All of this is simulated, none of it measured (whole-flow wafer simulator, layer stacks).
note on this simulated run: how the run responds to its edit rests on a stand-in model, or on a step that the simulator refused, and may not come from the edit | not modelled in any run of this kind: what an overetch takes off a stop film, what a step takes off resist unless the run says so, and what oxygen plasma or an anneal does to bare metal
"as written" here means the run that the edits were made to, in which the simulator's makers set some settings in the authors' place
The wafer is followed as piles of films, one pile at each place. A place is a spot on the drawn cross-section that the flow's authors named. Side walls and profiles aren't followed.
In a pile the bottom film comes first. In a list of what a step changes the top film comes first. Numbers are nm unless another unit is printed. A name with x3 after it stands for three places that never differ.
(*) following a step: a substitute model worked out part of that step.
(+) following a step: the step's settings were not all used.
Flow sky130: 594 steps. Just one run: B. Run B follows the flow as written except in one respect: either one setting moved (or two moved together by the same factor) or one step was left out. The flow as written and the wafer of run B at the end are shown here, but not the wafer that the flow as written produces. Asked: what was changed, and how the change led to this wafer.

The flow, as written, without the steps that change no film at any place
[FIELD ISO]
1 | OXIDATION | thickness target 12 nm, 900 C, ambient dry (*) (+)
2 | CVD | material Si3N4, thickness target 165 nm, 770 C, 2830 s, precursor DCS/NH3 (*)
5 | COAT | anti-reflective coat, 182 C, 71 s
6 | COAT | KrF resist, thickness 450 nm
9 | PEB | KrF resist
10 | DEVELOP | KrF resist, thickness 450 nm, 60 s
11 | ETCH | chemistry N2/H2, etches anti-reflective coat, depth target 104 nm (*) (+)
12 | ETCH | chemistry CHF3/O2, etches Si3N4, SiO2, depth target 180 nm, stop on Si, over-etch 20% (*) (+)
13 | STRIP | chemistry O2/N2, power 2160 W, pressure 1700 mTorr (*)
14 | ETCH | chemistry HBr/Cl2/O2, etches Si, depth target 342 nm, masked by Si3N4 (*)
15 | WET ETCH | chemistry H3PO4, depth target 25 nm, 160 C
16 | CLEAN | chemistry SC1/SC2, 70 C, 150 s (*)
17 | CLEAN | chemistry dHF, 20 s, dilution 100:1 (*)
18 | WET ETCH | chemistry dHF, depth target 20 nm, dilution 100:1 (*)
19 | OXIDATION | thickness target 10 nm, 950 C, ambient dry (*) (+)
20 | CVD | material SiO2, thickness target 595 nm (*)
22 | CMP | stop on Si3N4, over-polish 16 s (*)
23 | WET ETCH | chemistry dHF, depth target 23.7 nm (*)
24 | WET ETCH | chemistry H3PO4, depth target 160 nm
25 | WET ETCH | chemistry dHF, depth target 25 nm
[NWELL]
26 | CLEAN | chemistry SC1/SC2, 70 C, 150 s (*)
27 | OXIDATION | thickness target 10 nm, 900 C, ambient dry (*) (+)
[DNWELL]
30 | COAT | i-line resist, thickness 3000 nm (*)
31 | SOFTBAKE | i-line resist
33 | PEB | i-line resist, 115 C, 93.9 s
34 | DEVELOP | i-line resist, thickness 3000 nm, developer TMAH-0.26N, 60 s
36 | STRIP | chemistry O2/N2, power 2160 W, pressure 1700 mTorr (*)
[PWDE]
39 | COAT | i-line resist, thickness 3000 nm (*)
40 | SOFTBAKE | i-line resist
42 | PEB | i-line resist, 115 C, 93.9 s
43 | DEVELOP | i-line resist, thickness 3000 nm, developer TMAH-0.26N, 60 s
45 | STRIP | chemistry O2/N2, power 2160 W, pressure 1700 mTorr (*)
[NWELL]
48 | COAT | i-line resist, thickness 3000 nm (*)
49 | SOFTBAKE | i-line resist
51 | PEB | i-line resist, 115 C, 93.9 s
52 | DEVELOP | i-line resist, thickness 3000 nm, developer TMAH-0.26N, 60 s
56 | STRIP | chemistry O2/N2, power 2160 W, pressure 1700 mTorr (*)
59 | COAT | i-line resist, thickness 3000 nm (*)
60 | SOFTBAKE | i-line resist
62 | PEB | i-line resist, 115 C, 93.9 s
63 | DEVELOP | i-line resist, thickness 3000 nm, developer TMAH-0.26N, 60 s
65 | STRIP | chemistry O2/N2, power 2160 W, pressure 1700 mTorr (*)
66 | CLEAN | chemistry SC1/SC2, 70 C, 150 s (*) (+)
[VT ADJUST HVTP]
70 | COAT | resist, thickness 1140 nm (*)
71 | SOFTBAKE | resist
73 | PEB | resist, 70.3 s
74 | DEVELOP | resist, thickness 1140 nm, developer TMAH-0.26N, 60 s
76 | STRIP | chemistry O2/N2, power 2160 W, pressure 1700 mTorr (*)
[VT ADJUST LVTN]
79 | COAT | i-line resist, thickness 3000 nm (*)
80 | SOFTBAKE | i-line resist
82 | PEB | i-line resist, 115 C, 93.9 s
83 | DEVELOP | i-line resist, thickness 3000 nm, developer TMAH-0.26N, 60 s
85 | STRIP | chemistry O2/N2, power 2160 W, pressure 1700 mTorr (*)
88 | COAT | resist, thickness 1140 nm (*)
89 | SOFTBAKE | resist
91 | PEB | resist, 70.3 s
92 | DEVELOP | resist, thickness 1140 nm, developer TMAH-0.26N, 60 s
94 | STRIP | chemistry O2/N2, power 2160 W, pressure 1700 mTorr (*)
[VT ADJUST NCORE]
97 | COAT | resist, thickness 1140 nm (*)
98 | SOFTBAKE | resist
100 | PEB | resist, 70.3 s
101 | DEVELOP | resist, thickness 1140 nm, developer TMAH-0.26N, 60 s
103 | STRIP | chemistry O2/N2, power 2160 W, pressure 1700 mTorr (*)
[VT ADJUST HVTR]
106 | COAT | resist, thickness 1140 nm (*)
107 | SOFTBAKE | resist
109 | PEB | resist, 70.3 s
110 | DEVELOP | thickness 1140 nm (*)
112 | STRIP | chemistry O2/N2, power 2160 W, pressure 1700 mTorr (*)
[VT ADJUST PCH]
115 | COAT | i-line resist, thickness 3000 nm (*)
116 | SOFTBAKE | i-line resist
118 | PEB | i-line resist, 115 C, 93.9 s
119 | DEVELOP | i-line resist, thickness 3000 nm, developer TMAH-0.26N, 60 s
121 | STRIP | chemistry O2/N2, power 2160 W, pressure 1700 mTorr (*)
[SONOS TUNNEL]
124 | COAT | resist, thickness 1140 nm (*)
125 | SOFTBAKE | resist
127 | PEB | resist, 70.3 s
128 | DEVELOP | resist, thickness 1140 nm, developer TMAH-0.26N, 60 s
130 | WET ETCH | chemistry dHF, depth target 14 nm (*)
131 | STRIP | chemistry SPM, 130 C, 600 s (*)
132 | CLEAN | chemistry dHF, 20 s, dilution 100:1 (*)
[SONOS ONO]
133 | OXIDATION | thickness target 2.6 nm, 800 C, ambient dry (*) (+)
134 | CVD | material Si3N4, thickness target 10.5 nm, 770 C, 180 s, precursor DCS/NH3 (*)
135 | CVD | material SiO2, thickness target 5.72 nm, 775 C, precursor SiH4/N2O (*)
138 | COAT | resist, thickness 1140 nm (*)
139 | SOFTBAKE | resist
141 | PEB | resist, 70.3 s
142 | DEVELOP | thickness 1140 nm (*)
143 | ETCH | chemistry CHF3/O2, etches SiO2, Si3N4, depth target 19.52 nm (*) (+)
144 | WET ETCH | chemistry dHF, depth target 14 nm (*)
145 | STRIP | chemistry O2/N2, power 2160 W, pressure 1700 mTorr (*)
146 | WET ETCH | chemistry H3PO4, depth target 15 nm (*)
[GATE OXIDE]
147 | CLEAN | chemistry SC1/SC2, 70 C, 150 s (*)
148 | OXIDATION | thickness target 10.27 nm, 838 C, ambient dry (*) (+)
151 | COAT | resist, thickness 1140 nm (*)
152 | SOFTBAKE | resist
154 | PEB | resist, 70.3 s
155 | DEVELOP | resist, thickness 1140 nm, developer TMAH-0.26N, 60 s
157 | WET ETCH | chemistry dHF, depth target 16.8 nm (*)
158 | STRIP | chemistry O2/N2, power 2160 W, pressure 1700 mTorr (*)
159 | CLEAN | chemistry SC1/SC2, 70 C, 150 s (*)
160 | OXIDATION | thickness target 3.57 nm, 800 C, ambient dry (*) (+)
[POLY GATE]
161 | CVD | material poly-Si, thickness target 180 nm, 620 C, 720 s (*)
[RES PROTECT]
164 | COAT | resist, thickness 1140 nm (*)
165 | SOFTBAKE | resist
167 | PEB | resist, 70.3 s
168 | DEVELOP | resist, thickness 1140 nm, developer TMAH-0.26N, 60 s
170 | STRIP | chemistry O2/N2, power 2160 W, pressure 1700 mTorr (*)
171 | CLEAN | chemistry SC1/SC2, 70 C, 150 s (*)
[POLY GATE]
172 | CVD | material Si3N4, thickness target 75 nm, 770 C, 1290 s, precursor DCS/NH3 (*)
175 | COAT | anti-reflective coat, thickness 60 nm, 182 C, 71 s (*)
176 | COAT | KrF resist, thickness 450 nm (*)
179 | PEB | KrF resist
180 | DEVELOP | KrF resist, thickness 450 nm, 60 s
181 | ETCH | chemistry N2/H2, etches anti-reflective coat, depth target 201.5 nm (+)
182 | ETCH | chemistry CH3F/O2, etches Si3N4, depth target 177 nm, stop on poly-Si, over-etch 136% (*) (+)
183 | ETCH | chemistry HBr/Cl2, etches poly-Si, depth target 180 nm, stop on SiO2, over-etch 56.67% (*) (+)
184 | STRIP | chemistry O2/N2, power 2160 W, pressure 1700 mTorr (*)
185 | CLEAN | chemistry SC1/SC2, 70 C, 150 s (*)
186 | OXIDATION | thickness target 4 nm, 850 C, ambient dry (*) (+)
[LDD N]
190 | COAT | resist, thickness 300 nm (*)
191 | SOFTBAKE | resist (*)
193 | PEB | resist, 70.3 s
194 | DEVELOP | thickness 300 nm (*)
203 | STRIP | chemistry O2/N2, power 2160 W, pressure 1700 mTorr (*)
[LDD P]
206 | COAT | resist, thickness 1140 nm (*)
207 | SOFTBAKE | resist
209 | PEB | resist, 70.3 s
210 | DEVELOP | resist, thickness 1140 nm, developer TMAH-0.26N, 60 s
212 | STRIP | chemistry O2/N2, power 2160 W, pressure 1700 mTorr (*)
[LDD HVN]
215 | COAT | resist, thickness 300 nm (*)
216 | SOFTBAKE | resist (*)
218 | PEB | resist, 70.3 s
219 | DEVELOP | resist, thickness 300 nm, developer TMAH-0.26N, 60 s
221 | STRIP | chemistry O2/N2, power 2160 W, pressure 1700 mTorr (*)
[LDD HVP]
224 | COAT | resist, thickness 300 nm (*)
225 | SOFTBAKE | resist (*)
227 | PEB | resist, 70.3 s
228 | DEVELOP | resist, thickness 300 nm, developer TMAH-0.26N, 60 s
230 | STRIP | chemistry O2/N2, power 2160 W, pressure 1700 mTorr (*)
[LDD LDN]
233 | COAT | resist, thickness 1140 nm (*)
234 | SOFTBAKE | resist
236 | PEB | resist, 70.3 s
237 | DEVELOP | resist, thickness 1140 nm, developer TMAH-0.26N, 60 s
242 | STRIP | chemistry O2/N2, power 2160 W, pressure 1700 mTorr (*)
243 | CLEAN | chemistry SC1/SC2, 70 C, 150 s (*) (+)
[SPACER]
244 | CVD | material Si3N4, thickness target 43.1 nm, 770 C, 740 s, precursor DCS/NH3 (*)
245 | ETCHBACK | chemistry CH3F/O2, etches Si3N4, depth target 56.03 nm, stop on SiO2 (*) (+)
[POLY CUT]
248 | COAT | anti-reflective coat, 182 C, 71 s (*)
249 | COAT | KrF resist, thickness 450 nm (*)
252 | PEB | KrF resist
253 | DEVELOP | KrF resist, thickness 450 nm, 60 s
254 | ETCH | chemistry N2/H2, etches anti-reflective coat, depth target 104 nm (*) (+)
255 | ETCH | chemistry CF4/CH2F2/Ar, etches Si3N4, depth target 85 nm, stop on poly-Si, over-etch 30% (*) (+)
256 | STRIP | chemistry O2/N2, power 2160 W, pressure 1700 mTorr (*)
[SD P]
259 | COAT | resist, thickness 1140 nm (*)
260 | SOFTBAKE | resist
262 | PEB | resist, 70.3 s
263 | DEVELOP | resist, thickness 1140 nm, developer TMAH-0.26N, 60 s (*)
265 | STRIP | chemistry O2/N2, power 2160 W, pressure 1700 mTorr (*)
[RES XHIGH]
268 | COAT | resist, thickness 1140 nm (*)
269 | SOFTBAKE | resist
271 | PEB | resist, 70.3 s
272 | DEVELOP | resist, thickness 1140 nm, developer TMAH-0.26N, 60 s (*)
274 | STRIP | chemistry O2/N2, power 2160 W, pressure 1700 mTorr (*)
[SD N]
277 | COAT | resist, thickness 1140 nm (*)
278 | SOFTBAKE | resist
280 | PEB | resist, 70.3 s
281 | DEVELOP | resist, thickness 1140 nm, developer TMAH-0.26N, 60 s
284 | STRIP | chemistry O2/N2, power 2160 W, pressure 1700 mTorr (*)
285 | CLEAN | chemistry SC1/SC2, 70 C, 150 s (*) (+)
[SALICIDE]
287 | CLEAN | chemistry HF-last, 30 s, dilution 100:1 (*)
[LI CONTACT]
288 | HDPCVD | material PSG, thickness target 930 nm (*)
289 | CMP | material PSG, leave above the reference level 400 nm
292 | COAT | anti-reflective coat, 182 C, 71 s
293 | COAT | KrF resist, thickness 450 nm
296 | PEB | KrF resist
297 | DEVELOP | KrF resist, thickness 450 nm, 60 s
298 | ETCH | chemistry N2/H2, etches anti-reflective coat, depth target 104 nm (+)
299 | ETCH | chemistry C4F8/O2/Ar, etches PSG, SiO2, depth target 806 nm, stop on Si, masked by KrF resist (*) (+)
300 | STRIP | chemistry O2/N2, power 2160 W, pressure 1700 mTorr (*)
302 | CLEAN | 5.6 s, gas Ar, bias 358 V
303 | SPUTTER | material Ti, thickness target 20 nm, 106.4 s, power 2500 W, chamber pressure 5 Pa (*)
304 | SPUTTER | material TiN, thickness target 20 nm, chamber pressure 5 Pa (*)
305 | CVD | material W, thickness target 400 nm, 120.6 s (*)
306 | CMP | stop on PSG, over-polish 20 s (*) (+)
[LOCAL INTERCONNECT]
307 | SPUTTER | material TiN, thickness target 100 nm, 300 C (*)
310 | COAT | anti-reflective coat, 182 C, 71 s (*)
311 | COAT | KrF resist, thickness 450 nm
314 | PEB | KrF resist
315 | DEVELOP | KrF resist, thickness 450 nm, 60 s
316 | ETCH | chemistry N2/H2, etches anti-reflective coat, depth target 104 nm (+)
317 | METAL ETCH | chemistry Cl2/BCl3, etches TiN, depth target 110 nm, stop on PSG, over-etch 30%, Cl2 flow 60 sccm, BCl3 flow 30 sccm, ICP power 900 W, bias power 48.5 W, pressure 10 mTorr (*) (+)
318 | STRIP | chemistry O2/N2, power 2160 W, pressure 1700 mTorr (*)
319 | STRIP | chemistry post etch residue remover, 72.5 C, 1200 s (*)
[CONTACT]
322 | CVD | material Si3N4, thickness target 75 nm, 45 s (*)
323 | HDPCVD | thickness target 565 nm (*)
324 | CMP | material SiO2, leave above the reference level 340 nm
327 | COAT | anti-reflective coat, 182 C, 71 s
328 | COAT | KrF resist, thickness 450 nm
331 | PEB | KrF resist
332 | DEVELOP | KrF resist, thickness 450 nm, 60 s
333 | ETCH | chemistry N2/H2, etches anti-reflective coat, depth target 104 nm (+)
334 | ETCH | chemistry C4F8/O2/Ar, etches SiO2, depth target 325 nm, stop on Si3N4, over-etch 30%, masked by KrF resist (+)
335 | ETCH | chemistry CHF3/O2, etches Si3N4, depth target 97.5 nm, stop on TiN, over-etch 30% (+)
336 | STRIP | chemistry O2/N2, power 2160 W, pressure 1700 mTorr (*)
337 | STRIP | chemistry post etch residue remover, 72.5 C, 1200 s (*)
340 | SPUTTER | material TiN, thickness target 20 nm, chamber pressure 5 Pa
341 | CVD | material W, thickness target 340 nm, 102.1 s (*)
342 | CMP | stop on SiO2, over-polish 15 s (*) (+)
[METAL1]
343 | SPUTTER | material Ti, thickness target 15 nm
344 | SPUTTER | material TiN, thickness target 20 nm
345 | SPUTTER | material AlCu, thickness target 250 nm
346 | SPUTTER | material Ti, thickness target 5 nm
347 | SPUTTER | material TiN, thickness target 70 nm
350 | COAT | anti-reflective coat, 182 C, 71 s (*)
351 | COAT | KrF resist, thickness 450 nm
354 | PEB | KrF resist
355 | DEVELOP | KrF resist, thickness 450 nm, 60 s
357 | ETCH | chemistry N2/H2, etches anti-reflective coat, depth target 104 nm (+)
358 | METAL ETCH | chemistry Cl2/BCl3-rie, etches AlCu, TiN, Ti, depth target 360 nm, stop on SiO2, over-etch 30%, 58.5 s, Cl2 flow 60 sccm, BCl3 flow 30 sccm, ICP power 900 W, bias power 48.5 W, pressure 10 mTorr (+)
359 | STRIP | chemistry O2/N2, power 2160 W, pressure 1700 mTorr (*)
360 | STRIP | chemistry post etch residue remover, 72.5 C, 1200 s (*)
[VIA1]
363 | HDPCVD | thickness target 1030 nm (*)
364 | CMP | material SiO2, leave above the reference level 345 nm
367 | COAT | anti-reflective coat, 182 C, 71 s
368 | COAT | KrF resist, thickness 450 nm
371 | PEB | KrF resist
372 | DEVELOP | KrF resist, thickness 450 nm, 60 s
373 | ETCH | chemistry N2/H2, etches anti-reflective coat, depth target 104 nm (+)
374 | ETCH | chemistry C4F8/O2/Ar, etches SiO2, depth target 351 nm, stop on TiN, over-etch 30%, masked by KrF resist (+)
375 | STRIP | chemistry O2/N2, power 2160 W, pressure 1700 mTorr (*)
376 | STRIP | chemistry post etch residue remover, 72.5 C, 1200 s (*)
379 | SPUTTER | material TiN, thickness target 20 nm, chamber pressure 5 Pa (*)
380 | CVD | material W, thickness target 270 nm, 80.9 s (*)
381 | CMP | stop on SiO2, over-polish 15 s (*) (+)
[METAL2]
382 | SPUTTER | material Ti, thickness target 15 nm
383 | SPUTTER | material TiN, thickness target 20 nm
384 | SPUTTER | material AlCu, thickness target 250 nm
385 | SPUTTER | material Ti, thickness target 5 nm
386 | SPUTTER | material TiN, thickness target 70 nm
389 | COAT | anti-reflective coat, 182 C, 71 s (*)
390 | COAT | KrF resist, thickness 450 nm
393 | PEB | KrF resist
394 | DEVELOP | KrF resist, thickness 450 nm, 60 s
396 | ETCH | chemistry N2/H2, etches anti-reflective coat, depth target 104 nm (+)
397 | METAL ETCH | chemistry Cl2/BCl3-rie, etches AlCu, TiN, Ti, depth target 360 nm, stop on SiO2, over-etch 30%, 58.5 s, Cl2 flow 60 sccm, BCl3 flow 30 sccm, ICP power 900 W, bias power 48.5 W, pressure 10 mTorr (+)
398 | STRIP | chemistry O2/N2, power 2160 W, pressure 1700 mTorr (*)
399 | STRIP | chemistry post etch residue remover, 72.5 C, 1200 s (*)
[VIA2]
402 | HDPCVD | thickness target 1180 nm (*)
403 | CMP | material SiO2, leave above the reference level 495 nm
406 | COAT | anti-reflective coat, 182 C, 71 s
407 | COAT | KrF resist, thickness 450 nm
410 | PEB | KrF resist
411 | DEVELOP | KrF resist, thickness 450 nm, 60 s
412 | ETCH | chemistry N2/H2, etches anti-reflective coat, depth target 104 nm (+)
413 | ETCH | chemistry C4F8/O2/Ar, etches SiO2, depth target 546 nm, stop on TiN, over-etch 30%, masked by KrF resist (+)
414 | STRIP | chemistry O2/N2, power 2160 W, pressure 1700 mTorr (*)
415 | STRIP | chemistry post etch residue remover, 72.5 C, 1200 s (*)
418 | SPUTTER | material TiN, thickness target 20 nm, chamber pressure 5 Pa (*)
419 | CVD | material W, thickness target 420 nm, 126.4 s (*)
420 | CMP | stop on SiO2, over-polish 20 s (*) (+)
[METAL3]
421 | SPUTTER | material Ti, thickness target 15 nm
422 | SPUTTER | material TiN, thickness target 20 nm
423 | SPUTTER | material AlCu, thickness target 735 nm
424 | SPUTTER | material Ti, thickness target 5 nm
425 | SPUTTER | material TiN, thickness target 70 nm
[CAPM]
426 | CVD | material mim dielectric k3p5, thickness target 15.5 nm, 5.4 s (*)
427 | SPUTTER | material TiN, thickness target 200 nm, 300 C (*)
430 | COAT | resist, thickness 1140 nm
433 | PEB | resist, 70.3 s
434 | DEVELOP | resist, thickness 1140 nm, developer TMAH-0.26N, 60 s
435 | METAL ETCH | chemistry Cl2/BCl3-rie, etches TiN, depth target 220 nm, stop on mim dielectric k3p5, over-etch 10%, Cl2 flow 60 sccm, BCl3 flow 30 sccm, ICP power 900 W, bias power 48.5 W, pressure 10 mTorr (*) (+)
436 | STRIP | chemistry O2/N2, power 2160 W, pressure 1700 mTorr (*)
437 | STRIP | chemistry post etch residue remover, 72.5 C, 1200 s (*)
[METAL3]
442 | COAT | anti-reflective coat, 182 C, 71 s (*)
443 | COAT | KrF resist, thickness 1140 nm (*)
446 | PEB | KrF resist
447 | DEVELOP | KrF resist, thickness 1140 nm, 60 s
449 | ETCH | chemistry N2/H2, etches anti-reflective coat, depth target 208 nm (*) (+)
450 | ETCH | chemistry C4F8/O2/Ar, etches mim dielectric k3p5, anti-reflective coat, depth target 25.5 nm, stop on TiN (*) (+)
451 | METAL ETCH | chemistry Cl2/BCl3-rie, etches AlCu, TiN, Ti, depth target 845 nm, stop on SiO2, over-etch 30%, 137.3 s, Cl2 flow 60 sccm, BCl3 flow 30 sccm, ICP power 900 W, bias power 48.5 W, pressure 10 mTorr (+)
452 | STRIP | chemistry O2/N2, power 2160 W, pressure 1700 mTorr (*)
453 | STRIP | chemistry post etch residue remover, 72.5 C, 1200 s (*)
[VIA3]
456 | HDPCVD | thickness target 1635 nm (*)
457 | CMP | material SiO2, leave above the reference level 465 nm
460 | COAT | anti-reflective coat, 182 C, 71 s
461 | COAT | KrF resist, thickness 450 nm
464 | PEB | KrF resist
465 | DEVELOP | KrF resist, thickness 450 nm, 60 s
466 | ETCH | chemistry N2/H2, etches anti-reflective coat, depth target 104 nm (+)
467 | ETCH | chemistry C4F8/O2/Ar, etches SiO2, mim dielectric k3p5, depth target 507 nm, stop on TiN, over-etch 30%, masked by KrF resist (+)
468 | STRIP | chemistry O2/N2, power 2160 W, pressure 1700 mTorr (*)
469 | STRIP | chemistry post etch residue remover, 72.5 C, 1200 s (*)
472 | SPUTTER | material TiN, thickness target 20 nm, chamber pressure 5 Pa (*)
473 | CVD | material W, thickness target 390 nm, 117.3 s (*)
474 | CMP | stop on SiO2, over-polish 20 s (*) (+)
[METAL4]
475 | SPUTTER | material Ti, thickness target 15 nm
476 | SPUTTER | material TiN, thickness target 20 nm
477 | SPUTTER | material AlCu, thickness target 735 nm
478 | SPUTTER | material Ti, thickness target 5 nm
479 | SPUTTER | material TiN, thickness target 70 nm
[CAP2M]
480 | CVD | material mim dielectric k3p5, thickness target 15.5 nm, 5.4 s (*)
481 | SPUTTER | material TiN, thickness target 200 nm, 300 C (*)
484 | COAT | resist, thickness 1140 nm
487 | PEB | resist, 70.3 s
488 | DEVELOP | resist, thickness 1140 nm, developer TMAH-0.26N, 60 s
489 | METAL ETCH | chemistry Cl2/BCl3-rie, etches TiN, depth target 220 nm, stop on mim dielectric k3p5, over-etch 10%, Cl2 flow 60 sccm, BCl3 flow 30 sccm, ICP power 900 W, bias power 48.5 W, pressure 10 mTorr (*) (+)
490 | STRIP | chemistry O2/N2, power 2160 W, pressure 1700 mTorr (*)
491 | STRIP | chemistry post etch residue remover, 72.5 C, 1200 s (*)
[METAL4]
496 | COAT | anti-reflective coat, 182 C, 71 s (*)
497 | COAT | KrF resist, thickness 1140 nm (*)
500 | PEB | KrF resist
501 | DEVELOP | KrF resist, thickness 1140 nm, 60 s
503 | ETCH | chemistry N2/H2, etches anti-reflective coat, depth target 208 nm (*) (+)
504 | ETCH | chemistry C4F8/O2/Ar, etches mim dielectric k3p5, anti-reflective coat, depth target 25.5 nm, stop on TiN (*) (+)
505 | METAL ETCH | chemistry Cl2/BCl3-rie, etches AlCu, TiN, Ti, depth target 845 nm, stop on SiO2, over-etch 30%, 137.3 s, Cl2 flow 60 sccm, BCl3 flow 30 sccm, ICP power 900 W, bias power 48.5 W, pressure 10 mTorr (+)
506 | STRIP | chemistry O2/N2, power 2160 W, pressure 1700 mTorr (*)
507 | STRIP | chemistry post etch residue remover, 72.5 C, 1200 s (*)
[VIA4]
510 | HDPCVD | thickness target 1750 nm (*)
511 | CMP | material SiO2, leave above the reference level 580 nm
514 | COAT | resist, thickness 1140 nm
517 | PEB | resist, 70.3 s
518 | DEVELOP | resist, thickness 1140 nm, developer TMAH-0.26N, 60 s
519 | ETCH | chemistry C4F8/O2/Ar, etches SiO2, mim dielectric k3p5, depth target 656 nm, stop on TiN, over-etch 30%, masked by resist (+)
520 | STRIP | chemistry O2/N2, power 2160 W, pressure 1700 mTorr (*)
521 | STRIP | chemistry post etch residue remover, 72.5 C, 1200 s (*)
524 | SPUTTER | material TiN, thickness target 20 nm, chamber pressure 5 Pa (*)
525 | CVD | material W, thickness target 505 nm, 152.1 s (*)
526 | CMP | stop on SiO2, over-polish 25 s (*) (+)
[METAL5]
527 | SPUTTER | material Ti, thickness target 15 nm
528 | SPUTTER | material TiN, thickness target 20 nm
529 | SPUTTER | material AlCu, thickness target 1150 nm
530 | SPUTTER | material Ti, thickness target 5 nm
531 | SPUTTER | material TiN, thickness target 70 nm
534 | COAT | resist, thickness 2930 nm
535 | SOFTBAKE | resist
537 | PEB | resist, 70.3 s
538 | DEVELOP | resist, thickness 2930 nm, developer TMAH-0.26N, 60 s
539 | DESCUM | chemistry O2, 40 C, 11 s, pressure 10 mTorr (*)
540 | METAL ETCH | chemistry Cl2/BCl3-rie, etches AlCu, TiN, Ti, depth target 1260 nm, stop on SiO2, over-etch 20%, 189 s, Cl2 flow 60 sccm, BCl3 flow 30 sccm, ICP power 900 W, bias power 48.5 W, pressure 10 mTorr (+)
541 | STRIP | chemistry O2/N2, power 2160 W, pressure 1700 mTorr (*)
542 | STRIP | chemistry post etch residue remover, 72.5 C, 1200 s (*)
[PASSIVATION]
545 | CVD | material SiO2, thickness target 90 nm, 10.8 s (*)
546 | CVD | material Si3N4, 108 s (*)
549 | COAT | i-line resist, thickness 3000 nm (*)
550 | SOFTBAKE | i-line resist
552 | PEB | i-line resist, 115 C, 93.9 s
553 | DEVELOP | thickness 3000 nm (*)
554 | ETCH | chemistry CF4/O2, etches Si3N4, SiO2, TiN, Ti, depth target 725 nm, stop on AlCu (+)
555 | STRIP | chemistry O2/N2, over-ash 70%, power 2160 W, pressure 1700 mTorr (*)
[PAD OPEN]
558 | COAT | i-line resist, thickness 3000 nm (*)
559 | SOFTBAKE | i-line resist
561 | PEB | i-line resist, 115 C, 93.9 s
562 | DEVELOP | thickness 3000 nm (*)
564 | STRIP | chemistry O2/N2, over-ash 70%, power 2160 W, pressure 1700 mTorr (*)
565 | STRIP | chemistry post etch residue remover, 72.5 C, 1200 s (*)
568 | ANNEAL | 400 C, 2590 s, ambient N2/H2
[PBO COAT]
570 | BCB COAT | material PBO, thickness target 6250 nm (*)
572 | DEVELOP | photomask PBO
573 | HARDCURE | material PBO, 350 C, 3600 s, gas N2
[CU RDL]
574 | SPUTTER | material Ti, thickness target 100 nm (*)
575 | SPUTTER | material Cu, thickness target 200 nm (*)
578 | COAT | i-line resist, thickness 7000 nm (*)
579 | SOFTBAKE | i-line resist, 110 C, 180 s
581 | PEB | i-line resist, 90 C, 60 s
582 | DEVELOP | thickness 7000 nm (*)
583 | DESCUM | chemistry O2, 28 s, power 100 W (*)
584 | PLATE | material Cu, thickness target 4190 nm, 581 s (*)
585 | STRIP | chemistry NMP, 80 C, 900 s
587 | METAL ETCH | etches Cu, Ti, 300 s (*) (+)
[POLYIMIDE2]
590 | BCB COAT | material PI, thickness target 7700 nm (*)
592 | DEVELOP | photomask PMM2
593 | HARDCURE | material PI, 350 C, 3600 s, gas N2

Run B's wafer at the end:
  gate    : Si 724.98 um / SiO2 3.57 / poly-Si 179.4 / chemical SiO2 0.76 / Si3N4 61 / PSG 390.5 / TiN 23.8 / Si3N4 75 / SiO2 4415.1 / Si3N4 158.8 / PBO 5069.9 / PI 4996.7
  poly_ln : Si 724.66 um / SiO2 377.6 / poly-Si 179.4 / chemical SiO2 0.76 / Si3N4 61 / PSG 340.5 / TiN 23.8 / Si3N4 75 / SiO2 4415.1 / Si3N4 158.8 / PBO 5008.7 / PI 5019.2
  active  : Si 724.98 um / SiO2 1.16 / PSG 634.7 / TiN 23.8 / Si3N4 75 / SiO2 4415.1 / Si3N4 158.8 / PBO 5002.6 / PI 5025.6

Cause: step 316, ETCH: depth target 45.8 nm was run, whereas the flow has depth target 104 nm.

The path from the change to this, step by step:
  316 | ETCH | chemistry N2/H2, etches anti-reflective coat, depth target 104 nm (+)
      field, active, gate and 87 more: anti-reflective coat loses 45.8 (as written it would have been: anti-reflective coat loses 80 (all of it), TiN loses 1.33)
      rpo_hd: anti-reflective coat loses 45.8 (as written it would have been: anti-reflective coat loses 80 (all of it), TiN loses 1.34)
      (as well as at 100 more places)
  317 | METAL ETCH | chemistry Cl2/BCl3, etches TiN, depth target 110 nm, stop on PSG, over-etch 30%, Cl2 flow 60 sccm, BCl3 flow 30 sccm, ICP power 900 W, bias power 48.5 W, pressure 10 mTorr (*) (+)
      field, active, gate and 88 more: anti-reflective coat loses 34.2 (all of it), TiN loses 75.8 (as written it would have been: TiN loses 98.7 (all of it))
  318 | STRIP | chemistry O2/N2, power 2160 W, pressure 1700 mTorr (*)
      n_well, p_well, gate_hv and 93 more: KrF resist loses 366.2 (all of it), anti-reflective coat loses 80 (all of it) (as written it would have been: KrF resist loses 333.8 (all of it), anti-reflective coat loses 80 (all of it))
      poly_licon, ndiff_licon, ndiff_licon_cpp, rpo_hd_licon: KrF resist loses 366.2 (all of it), anti-reflective coat loses 80.5 (all of it) (as written it would have been: KrF resist loses 333.9 (all of it), anti-reflective coat loses 80.5 (all of it))
  324 | CMP | material SiO2, leave above the reference level 340 nm
      field, active, gate and 88 more: SiO2 loses 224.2 (as written it would have been: SiO2 loses 200.4)
If metal films that touch count as one body, gate has 1 body; the flow as written gives 0 bodies.
If metal films that touch count as one body, poly_ln has 1 body; the flow as written gives 0 bodies.
If metal films that touch count as one body, active has 1 body; the flow as written gives 0 bodies.
